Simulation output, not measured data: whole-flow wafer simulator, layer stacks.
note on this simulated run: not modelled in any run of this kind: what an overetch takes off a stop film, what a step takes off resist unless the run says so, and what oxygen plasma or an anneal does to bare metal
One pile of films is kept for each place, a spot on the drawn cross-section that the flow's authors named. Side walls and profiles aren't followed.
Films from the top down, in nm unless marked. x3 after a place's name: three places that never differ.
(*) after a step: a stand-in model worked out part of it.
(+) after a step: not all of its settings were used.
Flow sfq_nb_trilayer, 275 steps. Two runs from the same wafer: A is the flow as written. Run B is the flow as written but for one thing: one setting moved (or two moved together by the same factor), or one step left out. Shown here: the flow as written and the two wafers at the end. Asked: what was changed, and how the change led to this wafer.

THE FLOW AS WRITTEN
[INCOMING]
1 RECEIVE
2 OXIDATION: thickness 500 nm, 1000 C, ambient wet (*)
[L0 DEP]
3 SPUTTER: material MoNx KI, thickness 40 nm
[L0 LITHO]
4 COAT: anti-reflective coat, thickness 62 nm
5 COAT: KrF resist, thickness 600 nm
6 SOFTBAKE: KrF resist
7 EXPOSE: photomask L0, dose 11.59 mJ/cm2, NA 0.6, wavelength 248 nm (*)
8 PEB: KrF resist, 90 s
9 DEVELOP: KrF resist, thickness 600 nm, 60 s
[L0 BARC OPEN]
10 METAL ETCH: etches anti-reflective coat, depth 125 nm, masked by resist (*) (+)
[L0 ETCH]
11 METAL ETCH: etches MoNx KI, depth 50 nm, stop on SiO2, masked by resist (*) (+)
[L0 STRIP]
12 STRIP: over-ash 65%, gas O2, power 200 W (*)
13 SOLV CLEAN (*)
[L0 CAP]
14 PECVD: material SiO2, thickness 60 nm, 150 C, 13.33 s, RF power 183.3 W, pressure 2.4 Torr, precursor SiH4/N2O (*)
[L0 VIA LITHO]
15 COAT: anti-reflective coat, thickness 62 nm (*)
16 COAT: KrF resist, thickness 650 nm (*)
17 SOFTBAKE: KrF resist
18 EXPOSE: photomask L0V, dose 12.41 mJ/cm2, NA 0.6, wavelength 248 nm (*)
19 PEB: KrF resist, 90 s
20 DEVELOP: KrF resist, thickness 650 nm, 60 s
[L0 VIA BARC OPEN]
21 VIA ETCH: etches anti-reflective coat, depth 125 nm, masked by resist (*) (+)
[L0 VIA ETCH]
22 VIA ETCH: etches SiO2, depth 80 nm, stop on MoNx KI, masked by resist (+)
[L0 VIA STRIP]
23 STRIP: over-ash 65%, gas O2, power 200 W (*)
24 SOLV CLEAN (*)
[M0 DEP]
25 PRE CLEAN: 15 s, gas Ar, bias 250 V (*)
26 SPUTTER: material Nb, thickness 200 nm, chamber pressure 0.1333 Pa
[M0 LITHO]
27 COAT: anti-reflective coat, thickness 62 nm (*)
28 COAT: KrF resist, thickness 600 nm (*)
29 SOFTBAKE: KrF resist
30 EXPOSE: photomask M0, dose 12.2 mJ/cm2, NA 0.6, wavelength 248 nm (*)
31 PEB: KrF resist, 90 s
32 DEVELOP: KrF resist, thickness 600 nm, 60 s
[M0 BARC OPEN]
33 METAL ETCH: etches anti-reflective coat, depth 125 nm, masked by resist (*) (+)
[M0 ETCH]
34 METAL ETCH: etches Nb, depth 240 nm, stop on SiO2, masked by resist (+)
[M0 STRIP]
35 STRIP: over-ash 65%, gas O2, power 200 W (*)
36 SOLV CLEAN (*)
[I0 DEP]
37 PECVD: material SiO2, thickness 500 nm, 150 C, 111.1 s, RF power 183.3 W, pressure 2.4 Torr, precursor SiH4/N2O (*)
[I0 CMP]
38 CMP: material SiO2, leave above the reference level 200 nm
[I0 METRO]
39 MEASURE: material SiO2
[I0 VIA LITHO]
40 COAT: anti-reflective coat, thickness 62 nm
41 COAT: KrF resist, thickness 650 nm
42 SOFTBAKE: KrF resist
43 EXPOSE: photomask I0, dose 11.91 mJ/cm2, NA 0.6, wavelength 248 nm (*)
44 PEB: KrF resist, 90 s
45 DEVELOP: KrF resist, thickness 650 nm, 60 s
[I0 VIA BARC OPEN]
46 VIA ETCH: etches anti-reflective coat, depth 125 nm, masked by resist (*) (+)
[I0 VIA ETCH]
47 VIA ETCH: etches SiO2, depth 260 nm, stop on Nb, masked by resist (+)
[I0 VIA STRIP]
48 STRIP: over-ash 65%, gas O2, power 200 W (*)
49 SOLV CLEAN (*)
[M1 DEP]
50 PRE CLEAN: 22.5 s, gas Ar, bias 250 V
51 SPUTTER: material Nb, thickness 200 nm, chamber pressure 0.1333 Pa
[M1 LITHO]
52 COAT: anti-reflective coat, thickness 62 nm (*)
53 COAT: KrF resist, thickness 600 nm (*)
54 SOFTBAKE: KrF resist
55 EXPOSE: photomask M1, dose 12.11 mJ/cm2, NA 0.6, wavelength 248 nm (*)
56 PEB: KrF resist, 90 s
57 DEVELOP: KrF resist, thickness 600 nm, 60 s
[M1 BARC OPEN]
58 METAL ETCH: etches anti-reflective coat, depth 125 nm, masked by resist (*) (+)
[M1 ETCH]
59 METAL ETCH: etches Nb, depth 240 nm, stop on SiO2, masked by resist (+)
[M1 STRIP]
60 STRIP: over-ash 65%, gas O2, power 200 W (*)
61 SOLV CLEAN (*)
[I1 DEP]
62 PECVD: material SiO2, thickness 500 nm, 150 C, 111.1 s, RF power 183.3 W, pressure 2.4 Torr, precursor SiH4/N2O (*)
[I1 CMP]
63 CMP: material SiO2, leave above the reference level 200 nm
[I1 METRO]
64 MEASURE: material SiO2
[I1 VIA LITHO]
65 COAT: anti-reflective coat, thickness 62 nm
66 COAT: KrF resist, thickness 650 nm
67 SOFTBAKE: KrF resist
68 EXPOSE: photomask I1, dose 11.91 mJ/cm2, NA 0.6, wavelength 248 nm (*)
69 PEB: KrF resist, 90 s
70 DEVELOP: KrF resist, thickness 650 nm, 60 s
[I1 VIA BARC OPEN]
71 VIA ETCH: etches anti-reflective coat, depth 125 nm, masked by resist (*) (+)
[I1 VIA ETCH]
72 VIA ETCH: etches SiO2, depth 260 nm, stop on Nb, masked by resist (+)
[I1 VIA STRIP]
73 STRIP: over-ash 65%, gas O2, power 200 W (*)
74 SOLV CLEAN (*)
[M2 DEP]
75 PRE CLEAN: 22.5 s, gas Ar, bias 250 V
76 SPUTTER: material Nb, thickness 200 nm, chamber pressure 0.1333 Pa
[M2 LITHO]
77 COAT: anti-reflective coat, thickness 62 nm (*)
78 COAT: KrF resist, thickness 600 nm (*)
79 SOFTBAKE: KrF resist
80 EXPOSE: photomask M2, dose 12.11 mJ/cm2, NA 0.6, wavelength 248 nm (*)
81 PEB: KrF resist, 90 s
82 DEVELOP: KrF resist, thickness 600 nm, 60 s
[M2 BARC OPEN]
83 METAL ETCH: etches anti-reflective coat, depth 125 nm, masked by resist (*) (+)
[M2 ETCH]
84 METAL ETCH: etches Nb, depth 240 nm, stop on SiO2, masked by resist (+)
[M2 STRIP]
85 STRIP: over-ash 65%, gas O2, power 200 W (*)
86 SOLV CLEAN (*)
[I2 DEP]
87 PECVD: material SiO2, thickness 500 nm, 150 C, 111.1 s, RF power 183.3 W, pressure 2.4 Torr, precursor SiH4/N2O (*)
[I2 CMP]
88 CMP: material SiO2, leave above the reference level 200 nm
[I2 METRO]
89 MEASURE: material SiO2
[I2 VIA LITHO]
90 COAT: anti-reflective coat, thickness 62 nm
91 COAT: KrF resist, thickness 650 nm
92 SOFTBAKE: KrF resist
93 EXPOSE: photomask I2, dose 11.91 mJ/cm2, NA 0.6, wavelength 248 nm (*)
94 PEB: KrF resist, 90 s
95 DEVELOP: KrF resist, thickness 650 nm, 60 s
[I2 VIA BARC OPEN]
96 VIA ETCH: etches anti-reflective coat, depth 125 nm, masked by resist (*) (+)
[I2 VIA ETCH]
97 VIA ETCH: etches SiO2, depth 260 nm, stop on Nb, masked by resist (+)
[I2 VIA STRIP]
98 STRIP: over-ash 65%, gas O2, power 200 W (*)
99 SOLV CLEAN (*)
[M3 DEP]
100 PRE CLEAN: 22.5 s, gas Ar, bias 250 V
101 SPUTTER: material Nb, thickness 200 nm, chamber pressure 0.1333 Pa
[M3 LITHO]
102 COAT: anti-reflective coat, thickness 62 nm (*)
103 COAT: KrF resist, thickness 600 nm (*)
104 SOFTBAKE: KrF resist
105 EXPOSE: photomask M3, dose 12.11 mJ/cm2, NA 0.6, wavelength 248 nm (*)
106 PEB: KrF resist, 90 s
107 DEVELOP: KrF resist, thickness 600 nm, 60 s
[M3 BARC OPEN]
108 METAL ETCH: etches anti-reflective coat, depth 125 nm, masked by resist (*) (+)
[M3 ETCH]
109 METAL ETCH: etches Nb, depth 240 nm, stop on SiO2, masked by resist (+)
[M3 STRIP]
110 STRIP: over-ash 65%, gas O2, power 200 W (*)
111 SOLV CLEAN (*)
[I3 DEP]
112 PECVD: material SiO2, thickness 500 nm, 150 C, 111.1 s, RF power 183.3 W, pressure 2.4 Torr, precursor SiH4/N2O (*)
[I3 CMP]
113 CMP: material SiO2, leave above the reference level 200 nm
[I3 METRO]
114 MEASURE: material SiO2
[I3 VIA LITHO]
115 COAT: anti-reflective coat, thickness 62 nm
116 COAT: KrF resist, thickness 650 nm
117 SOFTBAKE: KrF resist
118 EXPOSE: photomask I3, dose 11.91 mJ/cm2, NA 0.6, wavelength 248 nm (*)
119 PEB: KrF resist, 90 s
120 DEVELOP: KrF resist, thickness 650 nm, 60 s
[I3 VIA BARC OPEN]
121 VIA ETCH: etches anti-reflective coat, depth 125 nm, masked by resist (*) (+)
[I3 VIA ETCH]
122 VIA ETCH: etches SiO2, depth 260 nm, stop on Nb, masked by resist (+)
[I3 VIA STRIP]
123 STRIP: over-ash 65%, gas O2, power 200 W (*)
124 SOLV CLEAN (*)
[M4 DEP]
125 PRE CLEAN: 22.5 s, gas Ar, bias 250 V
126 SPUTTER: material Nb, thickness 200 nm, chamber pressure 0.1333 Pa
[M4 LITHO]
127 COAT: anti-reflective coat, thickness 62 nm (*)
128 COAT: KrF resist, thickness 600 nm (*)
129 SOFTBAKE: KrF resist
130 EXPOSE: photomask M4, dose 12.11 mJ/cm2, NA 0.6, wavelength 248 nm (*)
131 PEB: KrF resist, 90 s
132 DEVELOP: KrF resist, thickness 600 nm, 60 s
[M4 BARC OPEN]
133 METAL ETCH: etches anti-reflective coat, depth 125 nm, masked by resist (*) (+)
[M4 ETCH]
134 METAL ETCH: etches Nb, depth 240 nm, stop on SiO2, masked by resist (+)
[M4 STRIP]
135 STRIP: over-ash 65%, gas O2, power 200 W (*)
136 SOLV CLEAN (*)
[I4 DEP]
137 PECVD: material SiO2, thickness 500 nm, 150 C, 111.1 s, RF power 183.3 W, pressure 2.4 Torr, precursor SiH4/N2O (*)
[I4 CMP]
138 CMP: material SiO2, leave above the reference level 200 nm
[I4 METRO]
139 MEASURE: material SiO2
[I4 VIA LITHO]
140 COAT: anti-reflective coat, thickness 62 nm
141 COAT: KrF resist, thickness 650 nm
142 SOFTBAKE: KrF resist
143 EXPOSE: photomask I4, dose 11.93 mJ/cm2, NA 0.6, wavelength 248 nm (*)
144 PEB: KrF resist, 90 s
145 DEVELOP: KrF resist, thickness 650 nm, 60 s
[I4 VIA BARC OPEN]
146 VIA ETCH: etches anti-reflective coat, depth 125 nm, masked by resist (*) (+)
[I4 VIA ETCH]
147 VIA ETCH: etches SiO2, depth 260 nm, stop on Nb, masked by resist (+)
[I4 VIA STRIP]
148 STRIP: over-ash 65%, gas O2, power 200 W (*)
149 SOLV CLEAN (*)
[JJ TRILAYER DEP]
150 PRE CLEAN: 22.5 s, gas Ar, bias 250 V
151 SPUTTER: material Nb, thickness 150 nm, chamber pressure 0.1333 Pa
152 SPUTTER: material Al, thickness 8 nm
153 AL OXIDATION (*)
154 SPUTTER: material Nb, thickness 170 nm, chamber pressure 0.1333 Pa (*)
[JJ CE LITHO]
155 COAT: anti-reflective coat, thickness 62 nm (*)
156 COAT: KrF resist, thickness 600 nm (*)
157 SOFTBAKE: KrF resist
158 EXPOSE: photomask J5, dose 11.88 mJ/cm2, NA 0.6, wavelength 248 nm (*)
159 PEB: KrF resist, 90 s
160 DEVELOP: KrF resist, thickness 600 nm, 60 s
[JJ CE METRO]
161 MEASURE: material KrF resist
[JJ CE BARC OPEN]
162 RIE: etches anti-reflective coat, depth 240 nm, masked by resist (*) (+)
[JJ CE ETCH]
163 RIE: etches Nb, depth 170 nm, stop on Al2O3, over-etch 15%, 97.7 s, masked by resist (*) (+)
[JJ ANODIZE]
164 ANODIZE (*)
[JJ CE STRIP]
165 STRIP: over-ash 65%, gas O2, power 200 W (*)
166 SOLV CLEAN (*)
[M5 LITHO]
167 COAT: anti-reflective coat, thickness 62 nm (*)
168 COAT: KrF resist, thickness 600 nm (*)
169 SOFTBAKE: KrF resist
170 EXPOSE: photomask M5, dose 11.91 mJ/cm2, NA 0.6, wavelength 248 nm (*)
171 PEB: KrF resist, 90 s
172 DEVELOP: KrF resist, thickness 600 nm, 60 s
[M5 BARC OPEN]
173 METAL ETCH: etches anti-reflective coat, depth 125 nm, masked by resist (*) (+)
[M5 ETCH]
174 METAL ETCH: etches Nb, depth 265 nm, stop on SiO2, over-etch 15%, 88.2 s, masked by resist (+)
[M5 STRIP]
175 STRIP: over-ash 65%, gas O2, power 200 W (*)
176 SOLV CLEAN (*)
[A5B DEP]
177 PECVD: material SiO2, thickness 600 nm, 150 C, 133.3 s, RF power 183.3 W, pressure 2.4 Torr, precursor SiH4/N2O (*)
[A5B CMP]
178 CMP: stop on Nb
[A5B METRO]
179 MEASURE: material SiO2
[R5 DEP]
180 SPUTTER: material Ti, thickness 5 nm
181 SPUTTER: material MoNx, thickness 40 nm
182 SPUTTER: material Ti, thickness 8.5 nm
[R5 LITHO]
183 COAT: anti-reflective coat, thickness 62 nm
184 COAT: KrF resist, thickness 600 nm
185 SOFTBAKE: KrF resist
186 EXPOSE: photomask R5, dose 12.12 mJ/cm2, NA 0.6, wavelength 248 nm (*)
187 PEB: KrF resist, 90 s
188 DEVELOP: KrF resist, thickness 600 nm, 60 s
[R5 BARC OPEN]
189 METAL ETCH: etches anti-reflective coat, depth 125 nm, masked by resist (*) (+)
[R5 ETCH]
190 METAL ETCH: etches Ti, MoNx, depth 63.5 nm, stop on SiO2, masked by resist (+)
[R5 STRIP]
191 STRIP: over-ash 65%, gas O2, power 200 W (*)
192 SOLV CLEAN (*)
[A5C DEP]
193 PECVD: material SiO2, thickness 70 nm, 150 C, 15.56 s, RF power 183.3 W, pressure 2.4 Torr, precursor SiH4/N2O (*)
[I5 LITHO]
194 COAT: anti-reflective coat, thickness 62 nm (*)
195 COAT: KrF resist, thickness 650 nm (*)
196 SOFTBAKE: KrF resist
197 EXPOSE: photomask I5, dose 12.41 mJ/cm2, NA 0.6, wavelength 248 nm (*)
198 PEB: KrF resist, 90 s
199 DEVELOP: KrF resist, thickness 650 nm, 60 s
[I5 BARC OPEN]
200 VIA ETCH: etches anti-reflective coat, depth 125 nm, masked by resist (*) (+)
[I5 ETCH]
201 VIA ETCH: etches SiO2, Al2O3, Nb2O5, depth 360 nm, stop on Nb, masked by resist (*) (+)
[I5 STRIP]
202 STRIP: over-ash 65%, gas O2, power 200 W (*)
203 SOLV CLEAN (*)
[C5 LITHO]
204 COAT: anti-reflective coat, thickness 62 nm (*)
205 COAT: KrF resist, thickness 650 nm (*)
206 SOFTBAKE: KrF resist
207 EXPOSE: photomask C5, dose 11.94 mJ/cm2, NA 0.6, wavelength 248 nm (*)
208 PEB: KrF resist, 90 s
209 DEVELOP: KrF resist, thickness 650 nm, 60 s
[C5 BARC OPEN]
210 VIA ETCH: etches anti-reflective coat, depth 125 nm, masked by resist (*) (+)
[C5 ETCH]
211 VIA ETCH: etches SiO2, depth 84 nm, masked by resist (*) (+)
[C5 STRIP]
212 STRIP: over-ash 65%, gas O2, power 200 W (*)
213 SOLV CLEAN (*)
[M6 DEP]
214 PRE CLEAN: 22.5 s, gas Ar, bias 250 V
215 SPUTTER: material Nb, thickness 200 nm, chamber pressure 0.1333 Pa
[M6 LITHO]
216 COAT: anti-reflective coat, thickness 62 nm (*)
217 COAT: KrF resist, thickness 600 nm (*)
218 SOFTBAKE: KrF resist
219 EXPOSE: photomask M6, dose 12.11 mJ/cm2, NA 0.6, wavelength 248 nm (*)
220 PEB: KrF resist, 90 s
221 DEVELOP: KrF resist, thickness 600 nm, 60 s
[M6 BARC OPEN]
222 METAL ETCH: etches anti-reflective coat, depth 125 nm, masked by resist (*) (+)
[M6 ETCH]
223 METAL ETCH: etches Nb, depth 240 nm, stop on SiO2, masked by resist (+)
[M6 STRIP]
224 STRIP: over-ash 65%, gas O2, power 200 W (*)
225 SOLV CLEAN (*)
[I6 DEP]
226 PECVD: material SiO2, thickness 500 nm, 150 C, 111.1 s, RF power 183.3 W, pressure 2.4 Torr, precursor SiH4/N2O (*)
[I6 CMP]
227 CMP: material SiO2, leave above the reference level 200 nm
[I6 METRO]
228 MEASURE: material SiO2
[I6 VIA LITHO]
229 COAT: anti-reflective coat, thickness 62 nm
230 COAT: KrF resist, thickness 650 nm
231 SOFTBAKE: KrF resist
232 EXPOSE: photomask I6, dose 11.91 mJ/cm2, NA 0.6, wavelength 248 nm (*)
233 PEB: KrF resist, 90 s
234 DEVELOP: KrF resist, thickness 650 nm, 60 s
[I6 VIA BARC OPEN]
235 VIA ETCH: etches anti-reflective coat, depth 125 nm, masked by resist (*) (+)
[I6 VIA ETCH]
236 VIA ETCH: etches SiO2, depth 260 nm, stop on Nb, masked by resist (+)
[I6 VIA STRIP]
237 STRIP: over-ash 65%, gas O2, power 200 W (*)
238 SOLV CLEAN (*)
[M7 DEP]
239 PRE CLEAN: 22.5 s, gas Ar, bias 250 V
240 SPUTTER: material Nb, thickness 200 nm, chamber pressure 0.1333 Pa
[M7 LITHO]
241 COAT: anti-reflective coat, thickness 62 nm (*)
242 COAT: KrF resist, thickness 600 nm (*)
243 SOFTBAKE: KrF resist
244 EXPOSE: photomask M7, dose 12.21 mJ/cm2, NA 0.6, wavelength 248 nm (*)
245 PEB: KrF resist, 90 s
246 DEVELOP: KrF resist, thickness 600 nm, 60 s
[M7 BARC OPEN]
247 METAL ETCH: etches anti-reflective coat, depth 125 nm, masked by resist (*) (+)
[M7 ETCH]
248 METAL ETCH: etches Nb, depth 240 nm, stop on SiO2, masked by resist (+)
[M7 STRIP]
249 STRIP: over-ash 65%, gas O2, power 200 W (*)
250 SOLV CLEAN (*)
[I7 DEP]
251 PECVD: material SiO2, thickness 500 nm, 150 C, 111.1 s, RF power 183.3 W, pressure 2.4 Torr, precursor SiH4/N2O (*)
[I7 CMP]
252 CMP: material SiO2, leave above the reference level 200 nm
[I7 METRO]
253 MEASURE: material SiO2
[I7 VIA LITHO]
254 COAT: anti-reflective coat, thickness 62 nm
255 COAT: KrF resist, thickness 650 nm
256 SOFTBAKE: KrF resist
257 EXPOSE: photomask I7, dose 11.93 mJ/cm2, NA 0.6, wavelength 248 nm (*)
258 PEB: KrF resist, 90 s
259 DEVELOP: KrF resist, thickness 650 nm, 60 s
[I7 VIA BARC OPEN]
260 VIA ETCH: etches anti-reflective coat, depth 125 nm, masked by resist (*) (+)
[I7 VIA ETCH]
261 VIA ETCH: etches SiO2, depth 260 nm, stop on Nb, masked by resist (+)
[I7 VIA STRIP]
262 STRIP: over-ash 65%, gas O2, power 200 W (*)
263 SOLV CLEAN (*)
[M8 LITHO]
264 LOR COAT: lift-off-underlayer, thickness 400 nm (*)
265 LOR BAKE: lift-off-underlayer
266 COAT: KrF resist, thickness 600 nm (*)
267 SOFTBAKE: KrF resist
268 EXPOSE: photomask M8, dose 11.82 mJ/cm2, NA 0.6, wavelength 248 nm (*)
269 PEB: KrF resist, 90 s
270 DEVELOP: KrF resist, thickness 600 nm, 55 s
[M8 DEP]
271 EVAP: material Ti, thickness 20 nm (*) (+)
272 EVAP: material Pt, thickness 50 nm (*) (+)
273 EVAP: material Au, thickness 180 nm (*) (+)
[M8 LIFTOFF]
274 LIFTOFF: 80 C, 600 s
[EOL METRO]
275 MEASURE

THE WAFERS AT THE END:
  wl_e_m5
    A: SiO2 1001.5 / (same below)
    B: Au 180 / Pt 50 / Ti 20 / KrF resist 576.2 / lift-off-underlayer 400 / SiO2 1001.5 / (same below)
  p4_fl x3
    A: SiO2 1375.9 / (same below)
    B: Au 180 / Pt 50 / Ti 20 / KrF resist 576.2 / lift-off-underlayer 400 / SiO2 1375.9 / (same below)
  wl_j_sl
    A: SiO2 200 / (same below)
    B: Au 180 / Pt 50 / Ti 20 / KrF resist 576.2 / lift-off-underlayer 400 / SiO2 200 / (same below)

The cause: step 274, LIFTOFF: 80 C, 600 s, was left out.

How the change led to this, step by step:
  (no step that both runs have acts differently)
Counting metal films that touch as one body, wl_e_m5 has 7 bodies (between them, from the top down: KrF resist 576.2 / lift-off-underlayer 400 / SiO2 1001.5 / Al2O3 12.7 / Nb2O5 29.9; SiO2 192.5; SiO2 192.5; SiO2 192.5; SiO2 192.5; SiO2 192.5); the flow as written gives 6 bodies (between them, from the top down: SiO2 192.5; SiO2 192.5; SiO2 192.5; SiO2 192.5; SiO2 192.5).
Counting metal films that touch as one body, p4_fl x3 has 3 bodies (between them, from the top down: KrF resist 576.2 / lift-off-underlayer 400 / SiO2 1375.9; SiO2 1370); the flow as written gives 2 bodies (between them, from the top down: SiO2 1370).
Counting metal films that touch as one body, wl_j_sl has 9 bodies (between them, from the top down: KrF resist 576.2 / lift-off-underlayer 400 / SiO2 200; SiO2 192.5; SiO2 209 / Al2O3 12.7 / Nb2O5 29.9; SiO2 192.5; SiO2 192.5; SiO2 192.5; SiO2 192.5; SiO2 192.5); the flow as written gives 8 bodies (between them, from the top down: SiO2 192.5; SiO2 209 / Al2O3 12.7 / Nb2O5 29.9; SiO2 192.5; SiO2 192.5; SiO2 192.5; SiO2 192.5; SiO2 192.5).
